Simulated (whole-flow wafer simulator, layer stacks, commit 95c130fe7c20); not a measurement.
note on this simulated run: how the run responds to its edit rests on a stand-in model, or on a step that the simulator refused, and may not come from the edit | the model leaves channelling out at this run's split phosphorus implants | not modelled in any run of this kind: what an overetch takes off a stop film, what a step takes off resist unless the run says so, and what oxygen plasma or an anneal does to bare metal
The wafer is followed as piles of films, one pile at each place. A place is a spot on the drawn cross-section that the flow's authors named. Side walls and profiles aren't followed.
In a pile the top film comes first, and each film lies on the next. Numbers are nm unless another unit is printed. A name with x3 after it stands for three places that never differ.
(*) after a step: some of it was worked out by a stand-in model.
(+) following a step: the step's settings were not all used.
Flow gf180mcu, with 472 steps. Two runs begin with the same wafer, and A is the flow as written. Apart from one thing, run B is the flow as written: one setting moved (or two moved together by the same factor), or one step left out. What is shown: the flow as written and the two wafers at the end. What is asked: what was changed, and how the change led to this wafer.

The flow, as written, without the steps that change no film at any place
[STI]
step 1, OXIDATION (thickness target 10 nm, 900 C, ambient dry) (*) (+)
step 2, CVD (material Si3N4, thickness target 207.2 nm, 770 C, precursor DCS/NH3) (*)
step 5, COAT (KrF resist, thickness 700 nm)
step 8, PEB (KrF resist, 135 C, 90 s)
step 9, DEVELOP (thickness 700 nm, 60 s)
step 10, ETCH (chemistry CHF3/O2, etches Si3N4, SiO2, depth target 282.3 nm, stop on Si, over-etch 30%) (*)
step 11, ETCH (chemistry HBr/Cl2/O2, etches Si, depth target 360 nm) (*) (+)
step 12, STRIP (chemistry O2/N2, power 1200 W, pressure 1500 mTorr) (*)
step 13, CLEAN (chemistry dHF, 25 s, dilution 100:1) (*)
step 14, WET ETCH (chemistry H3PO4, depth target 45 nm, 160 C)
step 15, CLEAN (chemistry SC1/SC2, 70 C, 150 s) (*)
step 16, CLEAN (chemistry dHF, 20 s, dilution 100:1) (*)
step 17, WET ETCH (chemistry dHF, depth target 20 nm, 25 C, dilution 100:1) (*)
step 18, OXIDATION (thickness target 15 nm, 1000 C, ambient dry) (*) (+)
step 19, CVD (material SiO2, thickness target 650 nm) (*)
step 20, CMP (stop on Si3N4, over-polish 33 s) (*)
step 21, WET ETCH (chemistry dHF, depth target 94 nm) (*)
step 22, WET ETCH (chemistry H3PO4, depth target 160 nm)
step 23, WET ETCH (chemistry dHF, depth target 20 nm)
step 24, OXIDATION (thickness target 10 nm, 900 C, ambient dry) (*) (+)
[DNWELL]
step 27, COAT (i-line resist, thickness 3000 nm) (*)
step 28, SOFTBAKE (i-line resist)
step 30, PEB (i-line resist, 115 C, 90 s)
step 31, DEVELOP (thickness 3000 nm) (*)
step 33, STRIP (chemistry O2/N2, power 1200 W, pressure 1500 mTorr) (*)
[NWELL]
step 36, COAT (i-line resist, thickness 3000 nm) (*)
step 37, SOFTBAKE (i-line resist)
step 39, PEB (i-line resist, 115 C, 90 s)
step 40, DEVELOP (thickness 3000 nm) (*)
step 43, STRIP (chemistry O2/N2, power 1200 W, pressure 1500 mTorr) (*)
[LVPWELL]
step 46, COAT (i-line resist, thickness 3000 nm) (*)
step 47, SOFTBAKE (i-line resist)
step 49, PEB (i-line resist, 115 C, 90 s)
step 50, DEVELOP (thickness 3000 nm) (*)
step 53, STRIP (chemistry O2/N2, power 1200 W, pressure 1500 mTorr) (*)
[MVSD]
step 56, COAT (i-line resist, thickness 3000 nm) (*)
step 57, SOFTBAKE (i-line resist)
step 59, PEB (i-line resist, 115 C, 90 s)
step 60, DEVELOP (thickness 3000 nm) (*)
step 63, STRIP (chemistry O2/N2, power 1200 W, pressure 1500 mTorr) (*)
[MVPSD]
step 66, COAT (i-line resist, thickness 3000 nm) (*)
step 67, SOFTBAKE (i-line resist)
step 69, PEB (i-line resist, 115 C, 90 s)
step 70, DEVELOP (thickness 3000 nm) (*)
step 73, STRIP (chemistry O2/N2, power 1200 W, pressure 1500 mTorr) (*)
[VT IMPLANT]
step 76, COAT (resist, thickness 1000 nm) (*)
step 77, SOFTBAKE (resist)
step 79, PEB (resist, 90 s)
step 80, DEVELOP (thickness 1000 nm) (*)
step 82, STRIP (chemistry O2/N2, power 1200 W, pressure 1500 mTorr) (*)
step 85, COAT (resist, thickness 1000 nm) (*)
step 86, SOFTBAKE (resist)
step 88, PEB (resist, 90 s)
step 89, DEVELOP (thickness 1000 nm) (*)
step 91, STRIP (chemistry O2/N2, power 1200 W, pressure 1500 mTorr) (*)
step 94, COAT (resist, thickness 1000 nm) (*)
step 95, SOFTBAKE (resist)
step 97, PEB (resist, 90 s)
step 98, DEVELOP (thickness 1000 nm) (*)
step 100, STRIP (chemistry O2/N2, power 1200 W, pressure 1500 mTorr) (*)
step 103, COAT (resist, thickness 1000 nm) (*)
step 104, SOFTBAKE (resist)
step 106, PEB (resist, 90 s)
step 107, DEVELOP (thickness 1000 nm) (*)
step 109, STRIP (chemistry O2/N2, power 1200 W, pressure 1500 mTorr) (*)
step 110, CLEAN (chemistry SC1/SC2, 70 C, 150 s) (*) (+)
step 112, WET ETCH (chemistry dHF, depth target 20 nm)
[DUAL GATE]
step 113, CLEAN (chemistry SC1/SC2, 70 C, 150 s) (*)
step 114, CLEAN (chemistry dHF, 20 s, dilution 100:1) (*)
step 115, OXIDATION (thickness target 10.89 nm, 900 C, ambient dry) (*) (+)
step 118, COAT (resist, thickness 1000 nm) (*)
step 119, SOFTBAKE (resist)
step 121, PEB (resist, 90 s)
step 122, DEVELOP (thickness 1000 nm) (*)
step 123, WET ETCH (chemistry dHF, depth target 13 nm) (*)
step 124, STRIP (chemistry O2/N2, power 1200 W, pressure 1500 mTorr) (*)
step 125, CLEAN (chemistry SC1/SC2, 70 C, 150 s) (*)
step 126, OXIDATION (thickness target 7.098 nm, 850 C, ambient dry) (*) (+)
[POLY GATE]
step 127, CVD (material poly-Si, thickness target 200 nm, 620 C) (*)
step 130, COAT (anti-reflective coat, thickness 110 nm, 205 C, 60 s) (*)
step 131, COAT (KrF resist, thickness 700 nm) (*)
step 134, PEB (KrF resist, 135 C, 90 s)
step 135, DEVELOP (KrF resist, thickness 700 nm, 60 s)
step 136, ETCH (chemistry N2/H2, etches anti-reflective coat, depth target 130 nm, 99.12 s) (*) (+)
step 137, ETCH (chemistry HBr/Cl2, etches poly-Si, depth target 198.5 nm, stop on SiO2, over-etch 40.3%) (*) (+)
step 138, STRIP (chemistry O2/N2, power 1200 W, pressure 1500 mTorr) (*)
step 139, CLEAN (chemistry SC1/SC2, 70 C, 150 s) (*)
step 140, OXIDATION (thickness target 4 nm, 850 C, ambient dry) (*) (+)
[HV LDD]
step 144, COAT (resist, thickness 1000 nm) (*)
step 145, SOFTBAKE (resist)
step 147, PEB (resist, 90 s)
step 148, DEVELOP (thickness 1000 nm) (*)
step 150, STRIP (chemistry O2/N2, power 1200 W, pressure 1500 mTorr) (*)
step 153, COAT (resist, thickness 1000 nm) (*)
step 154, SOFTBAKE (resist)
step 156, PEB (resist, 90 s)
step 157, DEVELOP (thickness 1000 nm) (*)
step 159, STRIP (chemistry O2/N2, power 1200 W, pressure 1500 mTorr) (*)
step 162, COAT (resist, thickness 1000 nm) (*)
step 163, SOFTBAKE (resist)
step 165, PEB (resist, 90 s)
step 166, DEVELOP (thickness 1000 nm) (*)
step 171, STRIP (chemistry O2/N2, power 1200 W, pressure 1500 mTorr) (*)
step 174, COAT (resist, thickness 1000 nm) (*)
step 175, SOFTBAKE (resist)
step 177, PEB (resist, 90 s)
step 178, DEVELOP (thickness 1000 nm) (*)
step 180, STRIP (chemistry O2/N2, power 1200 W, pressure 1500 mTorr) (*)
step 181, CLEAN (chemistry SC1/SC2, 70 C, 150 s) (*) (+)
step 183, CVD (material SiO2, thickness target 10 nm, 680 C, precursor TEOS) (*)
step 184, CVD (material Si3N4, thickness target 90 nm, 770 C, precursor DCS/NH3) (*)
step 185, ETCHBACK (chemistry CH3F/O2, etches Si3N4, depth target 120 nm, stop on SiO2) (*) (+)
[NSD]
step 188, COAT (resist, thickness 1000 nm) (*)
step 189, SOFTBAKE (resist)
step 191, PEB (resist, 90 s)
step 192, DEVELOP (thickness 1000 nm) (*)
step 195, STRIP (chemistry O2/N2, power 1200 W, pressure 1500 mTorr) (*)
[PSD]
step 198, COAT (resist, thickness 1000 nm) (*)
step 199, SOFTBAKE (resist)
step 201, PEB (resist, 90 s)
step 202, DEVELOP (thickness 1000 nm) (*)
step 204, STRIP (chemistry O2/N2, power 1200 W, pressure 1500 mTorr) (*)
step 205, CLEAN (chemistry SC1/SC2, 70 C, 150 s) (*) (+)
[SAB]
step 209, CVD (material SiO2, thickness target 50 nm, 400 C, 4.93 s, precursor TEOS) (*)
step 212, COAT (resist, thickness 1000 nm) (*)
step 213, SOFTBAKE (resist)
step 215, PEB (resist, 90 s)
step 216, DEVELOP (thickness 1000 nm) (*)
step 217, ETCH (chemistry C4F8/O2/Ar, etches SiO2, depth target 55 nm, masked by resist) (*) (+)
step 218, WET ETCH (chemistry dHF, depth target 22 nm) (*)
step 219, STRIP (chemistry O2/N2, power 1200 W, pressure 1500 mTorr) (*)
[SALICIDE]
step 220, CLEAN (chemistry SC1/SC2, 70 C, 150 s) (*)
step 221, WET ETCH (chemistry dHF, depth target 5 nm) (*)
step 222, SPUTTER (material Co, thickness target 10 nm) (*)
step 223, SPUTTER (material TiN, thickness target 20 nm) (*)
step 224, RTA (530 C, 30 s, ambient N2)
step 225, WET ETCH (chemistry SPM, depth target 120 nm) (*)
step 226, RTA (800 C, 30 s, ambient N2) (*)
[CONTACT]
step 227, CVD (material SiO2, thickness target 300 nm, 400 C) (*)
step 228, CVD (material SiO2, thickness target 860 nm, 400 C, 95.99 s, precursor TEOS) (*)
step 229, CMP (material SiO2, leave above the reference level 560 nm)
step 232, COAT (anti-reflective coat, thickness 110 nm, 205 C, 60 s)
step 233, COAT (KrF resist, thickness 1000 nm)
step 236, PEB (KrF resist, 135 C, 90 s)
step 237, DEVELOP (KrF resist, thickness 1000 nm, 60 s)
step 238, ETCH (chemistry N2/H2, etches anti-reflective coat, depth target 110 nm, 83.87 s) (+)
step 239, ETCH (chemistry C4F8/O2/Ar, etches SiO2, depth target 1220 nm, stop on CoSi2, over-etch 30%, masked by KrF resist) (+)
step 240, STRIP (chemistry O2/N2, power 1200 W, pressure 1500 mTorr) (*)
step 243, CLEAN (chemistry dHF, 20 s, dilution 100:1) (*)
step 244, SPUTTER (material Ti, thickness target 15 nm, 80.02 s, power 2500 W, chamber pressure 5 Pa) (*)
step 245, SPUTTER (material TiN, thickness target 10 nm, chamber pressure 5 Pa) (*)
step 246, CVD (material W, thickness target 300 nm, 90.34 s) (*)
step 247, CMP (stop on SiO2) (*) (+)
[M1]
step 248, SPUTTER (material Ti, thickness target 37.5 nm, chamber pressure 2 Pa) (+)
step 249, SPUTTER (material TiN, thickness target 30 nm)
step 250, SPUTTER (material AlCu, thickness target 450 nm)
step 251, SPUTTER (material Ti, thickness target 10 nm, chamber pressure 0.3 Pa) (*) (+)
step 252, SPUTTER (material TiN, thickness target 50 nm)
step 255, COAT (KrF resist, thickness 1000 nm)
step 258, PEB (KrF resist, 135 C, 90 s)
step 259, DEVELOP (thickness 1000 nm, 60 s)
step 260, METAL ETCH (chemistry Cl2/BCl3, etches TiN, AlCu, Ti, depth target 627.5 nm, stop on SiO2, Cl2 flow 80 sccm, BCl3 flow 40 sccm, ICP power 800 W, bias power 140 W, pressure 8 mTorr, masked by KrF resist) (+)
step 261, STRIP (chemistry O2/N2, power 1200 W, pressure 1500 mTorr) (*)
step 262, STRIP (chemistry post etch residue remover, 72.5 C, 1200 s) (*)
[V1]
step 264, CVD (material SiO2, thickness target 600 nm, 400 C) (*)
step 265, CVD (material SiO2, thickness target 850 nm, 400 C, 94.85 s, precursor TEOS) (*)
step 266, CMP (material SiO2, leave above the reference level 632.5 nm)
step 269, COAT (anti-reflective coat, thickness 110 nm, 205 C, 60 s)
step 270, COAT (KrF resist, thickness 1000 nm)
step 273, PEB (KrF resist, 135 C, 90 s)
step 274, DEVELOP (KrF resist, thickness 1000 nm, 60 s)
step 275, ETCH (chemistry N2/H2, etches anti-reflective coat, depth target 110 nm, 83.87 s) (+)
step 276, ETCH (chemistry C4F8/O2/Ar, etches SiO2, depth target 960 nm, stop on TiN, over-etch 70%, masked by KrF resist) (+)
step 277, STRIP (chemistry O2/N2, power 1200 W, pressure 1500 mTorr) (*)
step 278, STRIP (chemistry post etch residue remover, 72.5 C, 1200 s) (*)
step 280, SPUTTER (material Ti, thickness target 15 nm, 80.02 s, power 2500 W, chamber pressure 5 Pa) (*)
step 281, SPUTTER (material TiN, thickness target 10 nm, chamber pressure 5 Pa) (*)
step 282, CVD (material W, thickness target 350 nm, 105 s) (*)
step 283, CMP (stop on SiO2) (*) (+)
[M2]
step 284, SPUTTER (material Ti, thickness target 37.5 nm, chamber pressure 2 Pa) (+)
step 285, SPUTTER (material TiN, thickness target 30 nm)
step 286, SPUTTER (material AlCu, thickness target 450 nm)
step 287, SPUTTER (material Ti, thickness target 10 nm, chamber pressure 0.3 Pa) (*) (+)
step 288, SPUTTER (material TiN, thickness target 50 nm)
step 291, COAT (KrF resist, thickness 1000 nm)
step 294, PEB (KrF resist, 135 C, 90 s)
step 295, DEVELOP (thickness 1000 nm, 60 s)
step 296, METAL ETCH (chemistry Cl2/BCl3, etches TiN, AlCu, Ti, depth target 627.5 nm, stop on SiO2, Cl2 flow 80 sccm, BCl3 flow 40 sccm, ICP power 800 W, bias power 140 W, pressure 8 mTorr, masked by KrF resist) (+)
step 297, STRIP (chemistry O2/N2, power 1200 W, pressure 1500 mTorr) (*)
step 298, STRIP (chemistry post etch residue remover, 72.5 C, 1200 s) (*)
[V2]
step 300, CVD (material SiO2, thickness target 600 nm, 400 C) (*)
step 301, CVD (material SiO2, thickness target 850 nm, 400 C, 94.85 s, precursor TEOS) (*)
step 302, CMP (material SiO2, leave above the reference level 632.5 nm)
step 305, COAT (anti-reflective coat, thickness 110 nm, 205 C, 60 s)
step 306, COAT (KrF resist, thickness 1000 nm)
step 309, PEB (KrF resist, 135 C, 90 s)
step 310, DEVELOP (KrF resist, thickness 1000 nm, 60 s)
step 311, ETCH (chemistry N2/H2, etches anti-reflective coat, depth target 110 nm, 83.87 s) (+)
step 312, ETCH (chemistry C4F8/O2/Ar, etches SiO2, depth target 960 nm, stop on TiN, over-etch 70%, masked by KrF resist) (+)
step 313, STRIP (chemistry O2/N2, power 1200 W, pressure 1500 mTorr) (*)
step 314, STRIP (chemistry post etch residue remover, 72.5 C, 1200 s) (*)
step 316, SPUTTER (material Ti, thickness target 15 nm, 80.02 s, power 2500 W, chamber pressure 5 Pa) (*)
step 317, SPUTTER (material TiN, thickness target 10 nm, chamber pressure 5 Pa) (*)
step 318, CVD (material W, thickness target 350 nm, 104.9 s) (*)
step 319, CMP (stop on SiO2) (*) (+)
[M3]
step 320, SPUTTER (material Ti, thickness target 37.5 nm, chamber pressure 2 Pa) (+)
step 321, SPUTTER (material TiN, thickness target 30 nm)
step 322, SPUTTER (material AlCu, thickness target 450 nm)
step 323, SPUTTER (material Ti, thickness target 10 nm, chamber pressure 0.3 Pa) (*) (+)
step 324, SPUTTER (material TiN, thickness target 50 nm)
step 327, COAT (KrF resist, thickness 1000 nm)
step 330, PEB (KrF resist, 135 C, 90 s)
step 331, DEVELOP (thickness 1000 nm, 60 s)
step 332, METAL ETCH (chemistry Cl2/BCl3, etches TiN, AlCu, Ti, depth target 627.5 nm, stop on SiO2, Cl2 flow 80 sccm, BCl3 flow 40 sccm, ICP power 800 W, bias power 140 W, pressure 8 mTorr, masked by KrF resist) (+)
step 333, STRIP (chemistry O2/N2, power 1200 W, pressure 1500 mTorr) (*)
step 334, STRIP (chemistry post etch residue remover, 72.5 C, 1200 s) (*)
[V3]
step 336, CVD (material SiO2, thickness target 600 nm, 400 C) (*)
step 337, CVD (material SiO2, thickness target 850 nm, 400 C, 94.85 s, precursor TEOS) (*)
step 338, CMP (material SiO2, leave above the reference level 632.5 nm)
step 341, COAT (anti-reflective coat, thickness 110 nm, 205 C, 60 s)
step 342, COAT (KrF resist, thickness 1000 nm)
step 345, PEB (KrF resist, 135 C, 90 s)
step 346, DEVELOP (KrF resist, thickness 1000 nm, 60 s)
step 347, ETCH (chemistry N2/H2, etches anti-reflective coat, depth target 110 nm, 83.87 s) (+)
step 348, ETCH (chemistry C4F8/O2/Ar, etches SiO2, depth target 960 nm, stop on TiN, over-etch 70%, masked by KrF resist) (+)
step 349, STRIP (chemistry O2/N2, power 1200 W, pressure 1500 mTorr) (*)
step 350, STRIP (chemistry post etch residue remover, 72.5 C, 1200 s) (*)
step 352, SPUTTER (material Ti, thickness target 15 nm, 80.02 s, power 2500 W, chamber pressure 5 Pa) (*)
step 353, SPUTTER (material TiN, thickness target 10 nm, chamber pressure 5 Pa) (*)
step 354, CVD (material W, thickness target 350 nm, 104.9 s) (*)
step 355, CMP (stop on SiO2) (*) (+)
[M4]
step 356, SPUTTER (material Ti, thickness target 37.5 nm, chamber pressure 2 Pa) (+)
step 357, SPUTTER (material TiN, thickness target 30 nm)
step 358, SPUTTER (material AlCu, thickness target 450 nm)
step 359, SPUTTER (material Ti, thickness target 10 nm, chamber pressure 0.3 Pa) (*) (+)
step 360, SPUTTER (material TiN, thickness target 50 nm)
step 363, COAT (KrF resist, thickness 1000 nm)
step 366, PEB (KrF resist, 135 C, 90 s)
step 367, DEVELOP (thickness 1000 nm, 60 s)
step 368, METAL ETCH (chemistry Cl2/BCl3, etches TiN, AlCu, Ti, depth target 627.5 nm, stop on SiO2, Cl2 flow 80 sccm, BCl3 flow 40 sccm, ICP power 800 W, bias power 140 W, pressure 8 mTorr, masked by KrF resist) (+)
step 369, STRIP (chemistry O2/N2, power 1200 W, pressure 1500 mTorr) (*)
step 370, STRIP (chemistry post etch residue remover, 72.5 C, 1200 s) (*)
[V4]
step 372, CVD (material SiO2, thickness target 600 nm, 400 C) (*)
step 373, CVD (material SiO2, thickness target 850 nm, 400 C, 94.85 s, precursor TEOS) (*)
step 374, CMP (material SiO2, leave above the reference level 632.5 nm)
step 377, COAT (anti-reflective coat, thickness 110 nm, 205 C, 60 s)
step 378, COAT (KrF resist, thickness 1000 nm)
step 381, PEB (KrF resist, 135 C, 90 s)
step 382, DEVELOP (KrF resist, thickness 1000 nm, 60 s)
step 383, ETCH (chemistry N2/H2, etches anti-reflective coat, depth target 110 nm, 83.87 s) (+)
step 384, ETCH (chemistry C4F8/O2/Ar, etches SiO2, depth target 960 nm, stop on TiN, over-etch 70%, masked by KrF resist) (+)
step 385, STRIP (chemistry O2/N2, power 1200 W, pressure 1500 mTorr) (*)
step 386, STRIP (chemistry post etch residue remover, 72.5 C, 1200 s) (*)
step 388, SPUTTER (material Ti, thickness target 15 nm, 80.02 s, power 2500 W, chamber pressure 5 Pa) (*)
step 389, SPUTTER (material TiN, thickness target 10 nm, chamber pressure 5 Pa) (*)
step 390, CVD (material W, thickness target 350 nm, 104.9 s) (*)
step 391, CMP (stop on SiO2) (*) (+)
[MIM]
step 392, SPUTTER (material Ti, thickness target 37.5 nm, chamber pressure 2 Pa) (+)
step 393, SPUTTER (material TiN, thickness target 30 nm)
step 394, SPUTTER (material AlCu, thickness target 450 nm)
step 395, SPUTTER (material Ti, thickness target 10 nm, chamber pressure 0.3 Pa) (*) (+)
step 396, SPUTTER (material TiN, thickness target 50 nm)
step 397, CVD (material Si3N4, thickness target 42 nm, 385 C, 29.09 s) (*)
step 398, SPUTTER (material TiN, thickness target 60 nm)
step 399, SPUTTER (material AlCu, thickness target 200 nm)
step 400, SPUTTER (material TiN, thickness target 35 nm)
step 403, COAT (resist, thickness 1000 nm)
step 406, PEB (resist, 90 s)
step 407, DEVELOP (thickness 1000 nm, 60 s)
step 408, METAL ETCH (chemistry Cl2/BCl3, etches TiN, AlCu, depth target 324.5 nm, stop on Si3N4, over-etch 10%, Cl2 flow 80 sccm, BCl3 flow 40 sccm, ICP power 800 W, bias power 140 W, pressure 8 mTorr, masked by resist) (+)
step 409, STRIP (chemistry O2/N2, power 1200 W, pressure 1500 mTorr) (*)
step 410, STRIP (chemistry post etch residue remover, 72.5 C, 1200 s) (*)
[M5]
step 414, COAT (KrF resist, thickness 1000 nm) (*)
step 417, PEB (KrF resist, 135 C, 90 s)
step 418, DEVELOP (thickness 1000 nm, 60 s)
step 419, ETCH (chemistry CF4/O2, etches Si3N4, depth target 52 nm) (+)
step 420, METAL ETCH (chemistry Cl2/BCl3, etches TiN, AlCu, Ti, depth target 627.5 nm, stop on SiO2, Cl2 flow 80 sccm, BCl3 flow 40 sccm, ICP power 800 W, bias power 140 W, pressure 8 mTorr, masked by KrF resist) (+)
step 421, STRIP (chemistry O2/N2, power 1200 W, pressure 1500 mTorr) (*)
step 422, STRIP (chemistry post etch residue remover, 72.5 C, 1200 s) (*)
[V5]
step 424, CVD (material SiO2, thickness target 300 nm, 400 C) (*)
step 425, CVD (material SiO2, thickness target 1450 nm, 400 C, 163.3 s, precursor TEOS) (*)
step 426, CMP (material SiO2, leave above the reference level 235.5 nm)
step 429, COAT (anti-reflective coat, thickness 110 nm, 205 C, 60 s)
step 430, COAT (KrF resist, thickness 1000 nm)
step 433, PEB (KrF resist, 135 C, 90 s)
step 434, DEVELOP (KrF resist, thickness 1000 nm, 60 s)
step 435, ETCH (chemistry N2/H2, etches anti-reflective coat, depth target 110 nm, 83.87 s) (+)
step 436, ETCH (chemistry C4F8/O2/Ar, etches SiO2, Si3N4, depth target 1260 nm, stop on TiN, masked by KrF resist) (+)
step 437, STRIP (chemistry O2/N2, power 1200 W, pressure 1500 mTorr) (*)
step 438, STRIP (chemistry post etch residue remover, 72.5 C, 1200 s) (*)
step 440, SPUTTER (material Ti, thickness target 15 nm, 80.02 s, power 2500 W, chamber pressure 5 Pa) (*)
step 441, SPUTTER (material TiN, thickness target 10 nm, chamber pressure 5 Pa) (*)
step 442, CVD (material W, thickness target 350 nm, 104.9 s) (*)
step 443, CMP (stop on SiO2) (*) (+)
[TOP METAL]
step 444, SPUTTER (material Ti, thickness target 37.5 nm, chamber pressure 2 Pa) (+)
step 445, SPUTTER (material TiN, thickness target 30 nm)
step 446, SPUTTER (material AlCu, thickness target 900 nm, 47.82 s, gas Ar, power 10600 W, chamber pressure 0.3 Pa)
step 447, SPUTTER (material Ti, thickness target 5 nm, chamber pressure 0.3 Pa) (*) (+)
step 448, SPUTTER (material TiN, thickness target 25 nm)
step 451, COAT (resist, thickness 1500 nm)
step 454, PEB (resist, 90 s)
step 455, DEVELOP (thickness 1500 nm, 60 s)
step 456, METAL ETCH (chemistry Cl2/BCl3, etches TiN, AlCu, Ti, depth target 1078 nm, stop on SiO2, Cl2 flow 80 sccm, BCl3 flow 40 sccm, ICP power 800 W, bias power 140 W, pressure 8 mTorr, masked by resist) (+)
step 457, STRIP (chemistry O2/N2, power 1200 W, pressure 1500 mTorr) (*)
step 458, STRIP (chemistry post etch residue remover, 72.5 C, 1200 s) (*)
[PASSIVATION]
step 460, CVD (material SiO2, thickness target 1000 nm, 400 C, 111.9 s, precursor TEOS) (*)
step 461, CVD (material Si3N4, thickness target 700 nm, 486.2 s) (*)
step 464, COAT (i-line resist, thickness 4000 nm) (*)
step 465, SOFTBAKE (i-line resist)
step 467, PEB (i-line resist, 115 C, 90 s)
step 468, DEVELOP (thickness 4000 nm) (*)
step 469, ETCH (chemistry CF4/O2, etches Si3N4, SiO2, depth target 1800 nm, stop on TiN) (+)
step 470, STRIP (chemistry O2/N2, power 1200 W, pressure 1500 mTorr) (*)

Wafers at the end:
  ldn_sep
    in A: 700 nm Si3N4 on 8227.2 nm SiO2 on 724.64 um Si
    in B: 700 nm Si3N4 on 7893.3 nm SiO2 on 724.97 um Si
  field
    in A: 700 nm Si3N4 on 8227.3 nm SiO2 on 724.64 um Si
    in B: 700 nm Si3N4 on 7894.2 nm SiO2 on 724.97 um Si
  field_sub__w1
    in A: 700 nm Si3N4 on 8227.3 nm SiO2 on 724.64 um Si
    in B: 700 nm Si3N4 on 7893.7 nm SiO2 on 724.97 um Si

Cause: step 11, ETCH: chemistry HBr/Cl2/O2, etches Si, depth target 360 nm (*) (+), was omitted.

How this came from the change, step by step:
  step 12, STRIP (chemistry O2/N2, power 1200 W, pressure 1500 mTorr) (*)
      active, n_well, p_well and 40 more: A KrF resist loses 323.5 (all of it) | B KrF resist loses 435.9 (all of it)
  step 19, CVD (material SiO2, thickness target 650 nm) (*)
      ld_fp_n, ld_drift_n, ld_fp_p, ld_drift_p, ldn_fp, ldn_dft, ldp_fp, ldp_dft: A SiO2 gains 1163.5 | B SiO2 gains 785.3
      ldn_sep, ldp_sep: A SiO2 gains 1163.5 | B SiO2 gains 777.4
      (also at 1 further place)
  step 20, CMP (stop on Si3N4, over-polish 33 s) (*)
      sti, mim_1p0, pad and 11 more: A SiO2 loses 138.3 | B SiO2 loses 475.3
      ldn_fp, ldn_dft, ldp_fp, ldp_dft: A SiO2 loses 651.9 | B SiO2 loses 610.5
      (also at 19 further places)
  step 24, OXIDATION (thickness target 10 nm, 900 C, ambient dry) (*) (+)
      sti, mim_1p0, pad and 17 more: A SiO2 gains 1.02, Si loses 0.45 | B SiO2 gains 3, Si loses 1.32
      field, nw_sep_fld: A SiO2 gains 1.04, Si loses 0.46 | B SiO2 gains 3.19, Si loses 1.4
      (also at 15 further places)
  step 115, OXIDATION (thickness target 10.89 nm, 900 C, ambient dry) (*) (+)
      sti, mim_1p0, pad and 19 more: A SiO2 gains 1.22, Si loses 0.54 | B SiO2 gains 4.04, Si loses 1.78
      field, field__w1, field__w2, field__w3, field__w6, field__w12: A SiO2 gains 1.25, Si loses 0.55 | B SiO2 gains 4.86, Si loses 2.14
      (also at 21 further places)
  step 126, OXIDATION (thickness target 7.098 nm, 850 C, ambient dry) (*) (+)
      ldn_sep, ldn_fp, ldn_dft and 9 more: A SiO2 gains 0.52, Si loses 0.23 | B SiO2 gains 2.1, Si loses 0.92
      sti, mim_1p0, pad and 7 more: A SiO2 gains 0.53, Si loses 0.24 | B SiO2 gains 2.93, Si loses 1.29
      (also at 27 further places)
  step 130, COAT (anti-reflective coat, thickness 110 nm, 205 C, 60 s) (*)
      p_well, spacer, sd_n: A anti-reflective coat gains 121 (new film) | B anti-reflective coat gains 125.1 (new film)
      field__w1: A anti-reflective coat gains 99.6 (new film) | B anti-reflective coat gains 97 (new film)
      (also at 9 further places)
  step 136, ETCH (chemistry N2/H2, etches anti-reflective coat, depth target 130 nm, 99.12 s) (*) (+)
      p_well, spacer, sd_n: A anti-reflective coat loses 121 (all of it), poly-Si loses 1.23 | B anti-reflective coat loses 125.1 (all of it), poly-Si loses 1.12
      field__w1: A anti-reflective coat loses 99.6 (all of it), poly-Si loses 1.78 | B anti-reflective coat loses 97 (all of it), poly-Si loses 1.85
      (also at 9 further places)
  step 140, OXIDATION (thickness target 4 nm, 850 C, ambient dry) (*) (+)
      sti, m1, mim_1p0, pad, dice_street, iso_nw_fld, nw_enc_fld_lv, iso_fld_sub: A SiO2 gains 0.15, Si loses 0.07 | B SiO2 gains 0.77, Si loses 0.34
      field, field__w3, field__w12, field_sub, field_sub__w2, mim, sti_nw: A SiO2 gains 0.15, Si loses 0.07 | B SiO2 gains 0.78, Si loses 0.34
      (also at 9 further places)
  step 189, SOFTBAKE (resist)
      field__w9: A resist gains 1.85 | B resist loses 1.06
      active_hv: A resist gains 0.78 | B resist gains 0.19
      (also at 1 further place)
  step 199, SOFTBAKE (resist)
      field__w9: A resist gains 1.85 | B resist loses 1.06
      active_hv: A resist gains 0.78 | B resist gains 0.19
      (also at 1 further place)
  step 218, WET ETCH (chemistry dHF, depth target 22 nm) (*)
      sti, mim_1p0, pad, dice_street, iso_nw_fld, iso_fld_sub: A SiO2 loses 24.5 | B SiO2 loses 23.5
      field__w1, field__w6: A SiO2 loses 24.4 | B SiO2 loses 23.7
      (also at 18 further places)
  step 226, RTA (800 C, 30 s, ambient N2) (*)
      ld_sd_n: A CoSi2 gains 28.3 (new film), CoSi loses 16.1 (all of it), Si loses 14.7 | B CoSi2 gains 27.7 (new film), CoSi loses 15.8 (all of it), Si loses 14.4
  step 229, CMP (material SiO2, leave above the reference level 560 nm)
      field__w7, field__w8: A SiO2 loses 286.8 | B SiO2 loses 294.2
      field_sub, field_sub__w2: A SiO2 loses 265.7 | B SiO2 loses 273.3
      (also at 17 further places)
